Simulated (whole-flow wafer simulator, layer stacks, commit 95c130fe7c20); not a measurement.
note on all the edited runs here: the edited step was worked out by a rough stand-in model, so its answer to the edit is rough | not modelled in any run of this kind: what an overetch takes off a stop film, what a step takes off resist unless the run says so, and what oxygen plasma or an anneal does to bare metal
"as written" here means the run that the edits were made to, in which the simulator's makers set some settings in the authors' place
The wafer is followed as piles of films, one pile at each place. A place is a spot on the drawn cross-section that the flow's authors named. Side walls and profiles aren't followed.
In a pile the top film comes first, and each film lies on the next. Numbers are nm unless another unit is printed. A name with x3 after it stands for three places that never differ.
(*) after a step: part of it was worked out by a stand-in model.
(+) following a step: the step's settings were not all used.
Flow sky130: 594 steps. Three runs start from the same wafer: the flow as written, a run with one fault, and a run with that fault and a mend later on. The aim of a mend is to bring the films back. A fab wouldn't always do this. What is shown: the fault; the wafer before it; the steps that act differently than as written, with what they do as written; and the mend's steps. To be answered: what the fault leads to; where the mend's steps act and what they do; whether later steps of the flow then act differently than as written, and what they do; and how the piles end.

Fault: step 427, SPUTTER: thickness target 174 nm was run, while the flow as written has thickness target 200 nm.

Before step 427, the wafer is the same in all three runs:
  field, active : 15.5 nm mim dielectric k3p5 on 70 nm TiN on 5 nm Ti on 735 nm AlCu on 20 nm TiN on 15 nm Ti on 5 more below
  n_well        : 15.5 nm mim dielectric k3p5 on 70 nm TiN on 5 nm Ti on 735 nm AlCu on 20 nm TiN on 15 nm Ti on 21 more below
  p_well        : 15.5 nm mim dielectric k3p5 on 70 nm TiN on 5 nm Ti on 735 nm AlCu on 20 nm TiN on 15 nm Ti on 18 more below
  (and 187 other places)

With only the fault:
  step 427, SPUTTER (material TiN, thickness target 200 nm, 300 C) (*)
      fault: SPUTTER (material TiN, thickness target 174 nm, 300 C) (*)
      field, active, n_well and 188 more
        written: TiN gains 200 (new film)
        fault: TiN gains 174 (new film)
  Later steps of the flow acting differently than as written (not shown: 5 more steps that differ only slightly, by at most 2% or 0.5 nm, whichever is larger):
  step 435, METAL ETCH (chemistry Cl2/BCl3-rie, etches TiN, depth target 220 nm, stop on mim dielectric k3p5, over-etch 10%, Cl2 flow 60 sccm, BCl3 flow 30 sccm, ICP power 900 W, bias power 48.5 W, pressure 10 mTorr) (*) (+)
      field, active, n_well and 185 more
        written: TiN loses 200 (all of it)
        fault: TiN loses 174 (all of it)
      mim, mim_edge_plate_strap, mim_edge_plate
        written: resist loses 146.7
        fault: resist loses 127.6
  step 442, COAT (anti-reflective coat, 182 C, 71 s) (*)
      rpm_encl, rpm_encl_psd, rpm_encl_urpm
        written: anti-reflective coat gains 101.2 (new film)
        fault: anti-reflective coat gains 103.9 (new film)
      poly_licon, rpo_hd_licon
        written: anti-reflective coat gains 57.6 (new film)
        fault: anti-reflective coat gains 64.6 (new film)
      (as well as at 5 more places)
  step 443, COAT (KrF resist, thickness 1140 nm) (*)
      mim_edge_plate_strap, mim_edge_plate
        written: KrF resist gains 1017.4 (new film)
        fault: KrF resist gains 1043.4 (new film)
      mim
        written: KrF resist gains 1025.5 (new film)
        fault: KrF resist gains 1049.4 (new film)
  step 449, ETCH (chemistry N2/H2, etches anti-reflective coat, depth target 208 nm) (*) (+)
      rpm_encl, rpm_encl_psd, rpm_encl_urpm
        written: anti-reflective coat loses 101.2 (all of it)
        fault: anti-reflective coat loses 103.9 (all of it)
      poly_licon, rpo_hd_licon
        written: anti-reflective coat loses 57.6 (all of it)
        fault: anti-reflective coat loses 64.6 (all of it)
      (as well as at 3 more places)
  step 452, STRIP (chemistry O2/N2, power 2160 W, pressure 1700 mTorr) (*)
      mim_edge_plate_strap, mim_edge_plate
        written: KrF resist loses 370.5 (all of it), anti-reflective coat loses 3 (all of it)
        fault: KrF resist loses 396.5 (all of it), anti-reflective coat loses 3 (all of it)
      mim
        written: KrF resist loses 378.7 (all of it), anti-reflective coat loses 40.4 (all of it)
        fault: KrF resist loses 402.5 (all of it), anti-reflective coat loses 34.6 (all of it)
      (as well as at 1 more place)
  At mim, mim_edge_plate_strap, mim_edge_plate, the piles at the end differ from the flow's by more than 2% or 0.5 nm, whichever is larger.
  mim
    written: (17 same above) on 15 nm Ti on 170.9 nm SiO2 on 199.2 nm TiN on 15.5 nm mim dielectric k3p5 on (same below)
    fault: (17 same above) on 15 nm Ti on 196.9 nm SiO2 on 173.2 nm TiN on 15.5 nm mim dielectric k3p5 on (same below)
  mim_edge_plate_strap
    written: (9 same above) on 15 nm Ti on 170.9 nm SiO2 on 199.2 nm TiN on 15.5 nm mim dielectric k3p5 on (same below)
    fault: (9 same above) on 15 nm Ti on 196.9 nm SiO2 on 173.2 nm TiN on 15.5 nm mim dielectric k3p5 on (same below)
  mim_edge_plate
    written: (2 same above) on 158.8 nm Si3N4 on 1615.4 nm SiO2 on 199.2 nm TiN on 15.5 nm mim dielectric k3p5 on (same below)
    fault: (2 same above) on 158.8 nm Si3N4 on 1641.4 nm SiO2 on 173.2 nm TiN on 15.5 nm mim dielectric k3p5 on (same below)

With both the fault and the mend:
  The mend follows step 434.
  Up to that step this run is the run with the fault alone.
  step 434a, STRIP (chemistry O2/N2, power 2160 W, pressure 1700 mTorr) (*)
      mim, mim_edge_plate_strap, mim_edge_plate
        resist loses 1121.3 (all of it)
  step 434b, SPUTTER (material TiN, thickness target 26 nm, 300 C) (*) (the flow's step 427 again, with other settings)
      field, active, n_well and 188 more
        TiN gains 26
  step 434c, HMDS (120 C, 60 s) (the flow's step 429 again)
      alters no film at any place that is followed
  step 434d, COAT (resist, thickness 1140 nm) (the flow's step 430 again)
      field, active, n_well and 186 more
        resist gains 1140 (new film)
      m1, via2_hole
        resist gains 1140.6 (new film)
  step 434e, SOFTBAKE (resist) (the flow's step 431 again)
      alters no film at any place that is followed
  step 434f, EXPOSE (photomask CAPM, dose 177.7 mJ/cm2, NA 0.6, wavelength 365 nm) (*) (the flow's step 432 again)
      alters no film at any place that is followed
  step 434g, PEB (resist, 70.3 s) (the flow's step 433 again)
      field, active, n_well and 188 more
        resist loses 18.7
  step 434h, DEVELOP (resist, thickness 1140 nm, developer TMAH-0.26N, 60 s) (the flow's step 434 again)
      field, active, n_well and 183 more
        resist loses 1121.3 (all of it)
      m1, via2_hole
        resist loses 1121.9 (all of it)
  None of the later steps of the flow acts differently than as written at any place that is followed.
  By the end, the piles equal the flow's at every place that both follow.
